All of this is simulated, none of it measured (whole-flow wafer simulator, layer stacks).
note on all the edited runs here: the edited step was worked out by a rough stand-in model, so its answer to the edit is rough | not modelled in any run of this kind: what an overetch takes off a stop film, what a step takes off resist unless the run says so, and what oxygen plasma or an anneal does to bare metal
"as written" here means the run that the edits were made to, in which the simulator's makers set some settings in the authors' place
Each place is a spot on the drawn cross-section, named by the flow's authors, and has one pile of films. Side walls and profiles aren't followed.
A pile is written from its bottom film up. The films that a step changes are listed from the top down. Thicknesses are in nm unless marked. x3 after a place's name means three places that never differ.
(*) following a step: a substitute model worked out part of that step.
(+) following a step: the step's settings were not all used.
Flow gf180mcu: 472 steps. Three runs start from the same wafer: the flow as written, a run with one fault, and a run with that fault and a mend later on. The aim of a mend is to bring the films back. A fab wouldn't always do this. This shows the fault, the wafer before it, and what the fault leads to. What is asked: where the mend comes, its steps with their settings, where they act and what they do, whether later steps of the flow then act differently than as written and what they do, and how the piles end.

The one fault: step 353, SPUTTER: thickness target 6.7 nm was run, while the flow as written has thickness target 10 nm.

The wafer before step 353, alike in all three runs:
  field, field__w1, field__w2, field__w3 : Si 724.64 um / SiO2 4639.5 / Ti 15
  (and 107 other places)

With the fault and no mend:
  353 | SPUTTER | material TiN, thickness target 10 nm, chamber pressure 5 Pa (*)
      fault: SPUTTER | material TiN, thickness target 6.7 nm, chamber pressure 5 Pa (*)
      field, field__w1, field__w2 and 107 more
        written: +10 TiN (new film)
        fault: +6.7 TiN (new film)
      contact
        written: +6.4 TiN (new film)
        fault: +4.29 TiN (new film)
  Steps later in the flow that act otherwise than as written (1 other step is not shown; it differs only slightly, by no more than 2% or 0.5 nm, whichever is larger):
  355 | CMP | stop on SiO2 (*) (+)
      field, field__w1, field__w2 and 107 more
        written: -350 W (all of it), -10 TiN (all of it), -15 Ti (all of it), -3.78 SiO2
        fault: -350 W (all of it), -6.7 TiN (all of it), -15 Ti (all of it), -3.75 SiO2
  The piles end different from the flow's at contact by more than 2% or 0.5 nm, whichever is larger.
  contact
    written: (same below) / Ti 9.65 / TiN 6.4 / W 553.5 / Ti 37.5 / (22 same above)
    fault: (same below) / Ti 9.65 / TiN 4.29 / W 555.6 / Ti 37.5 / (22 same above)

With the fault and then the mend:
  After step 353 comes the mend.
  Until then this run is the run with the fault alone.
  353a | SPUTTER | material TiN, thickness target 3.3 nm, chamber pressure 5 Pa (*) (a further turn of the flow's step 353, with different settings)
      field, field__w1, field__w2 and 107 more
        +3.3 TiN
      contact
        +2.11 TiN
  None of the later steps of the flow acts differently than as written at any place that is followed.
  By the end, the piles equal the flow's at every place that both follow.
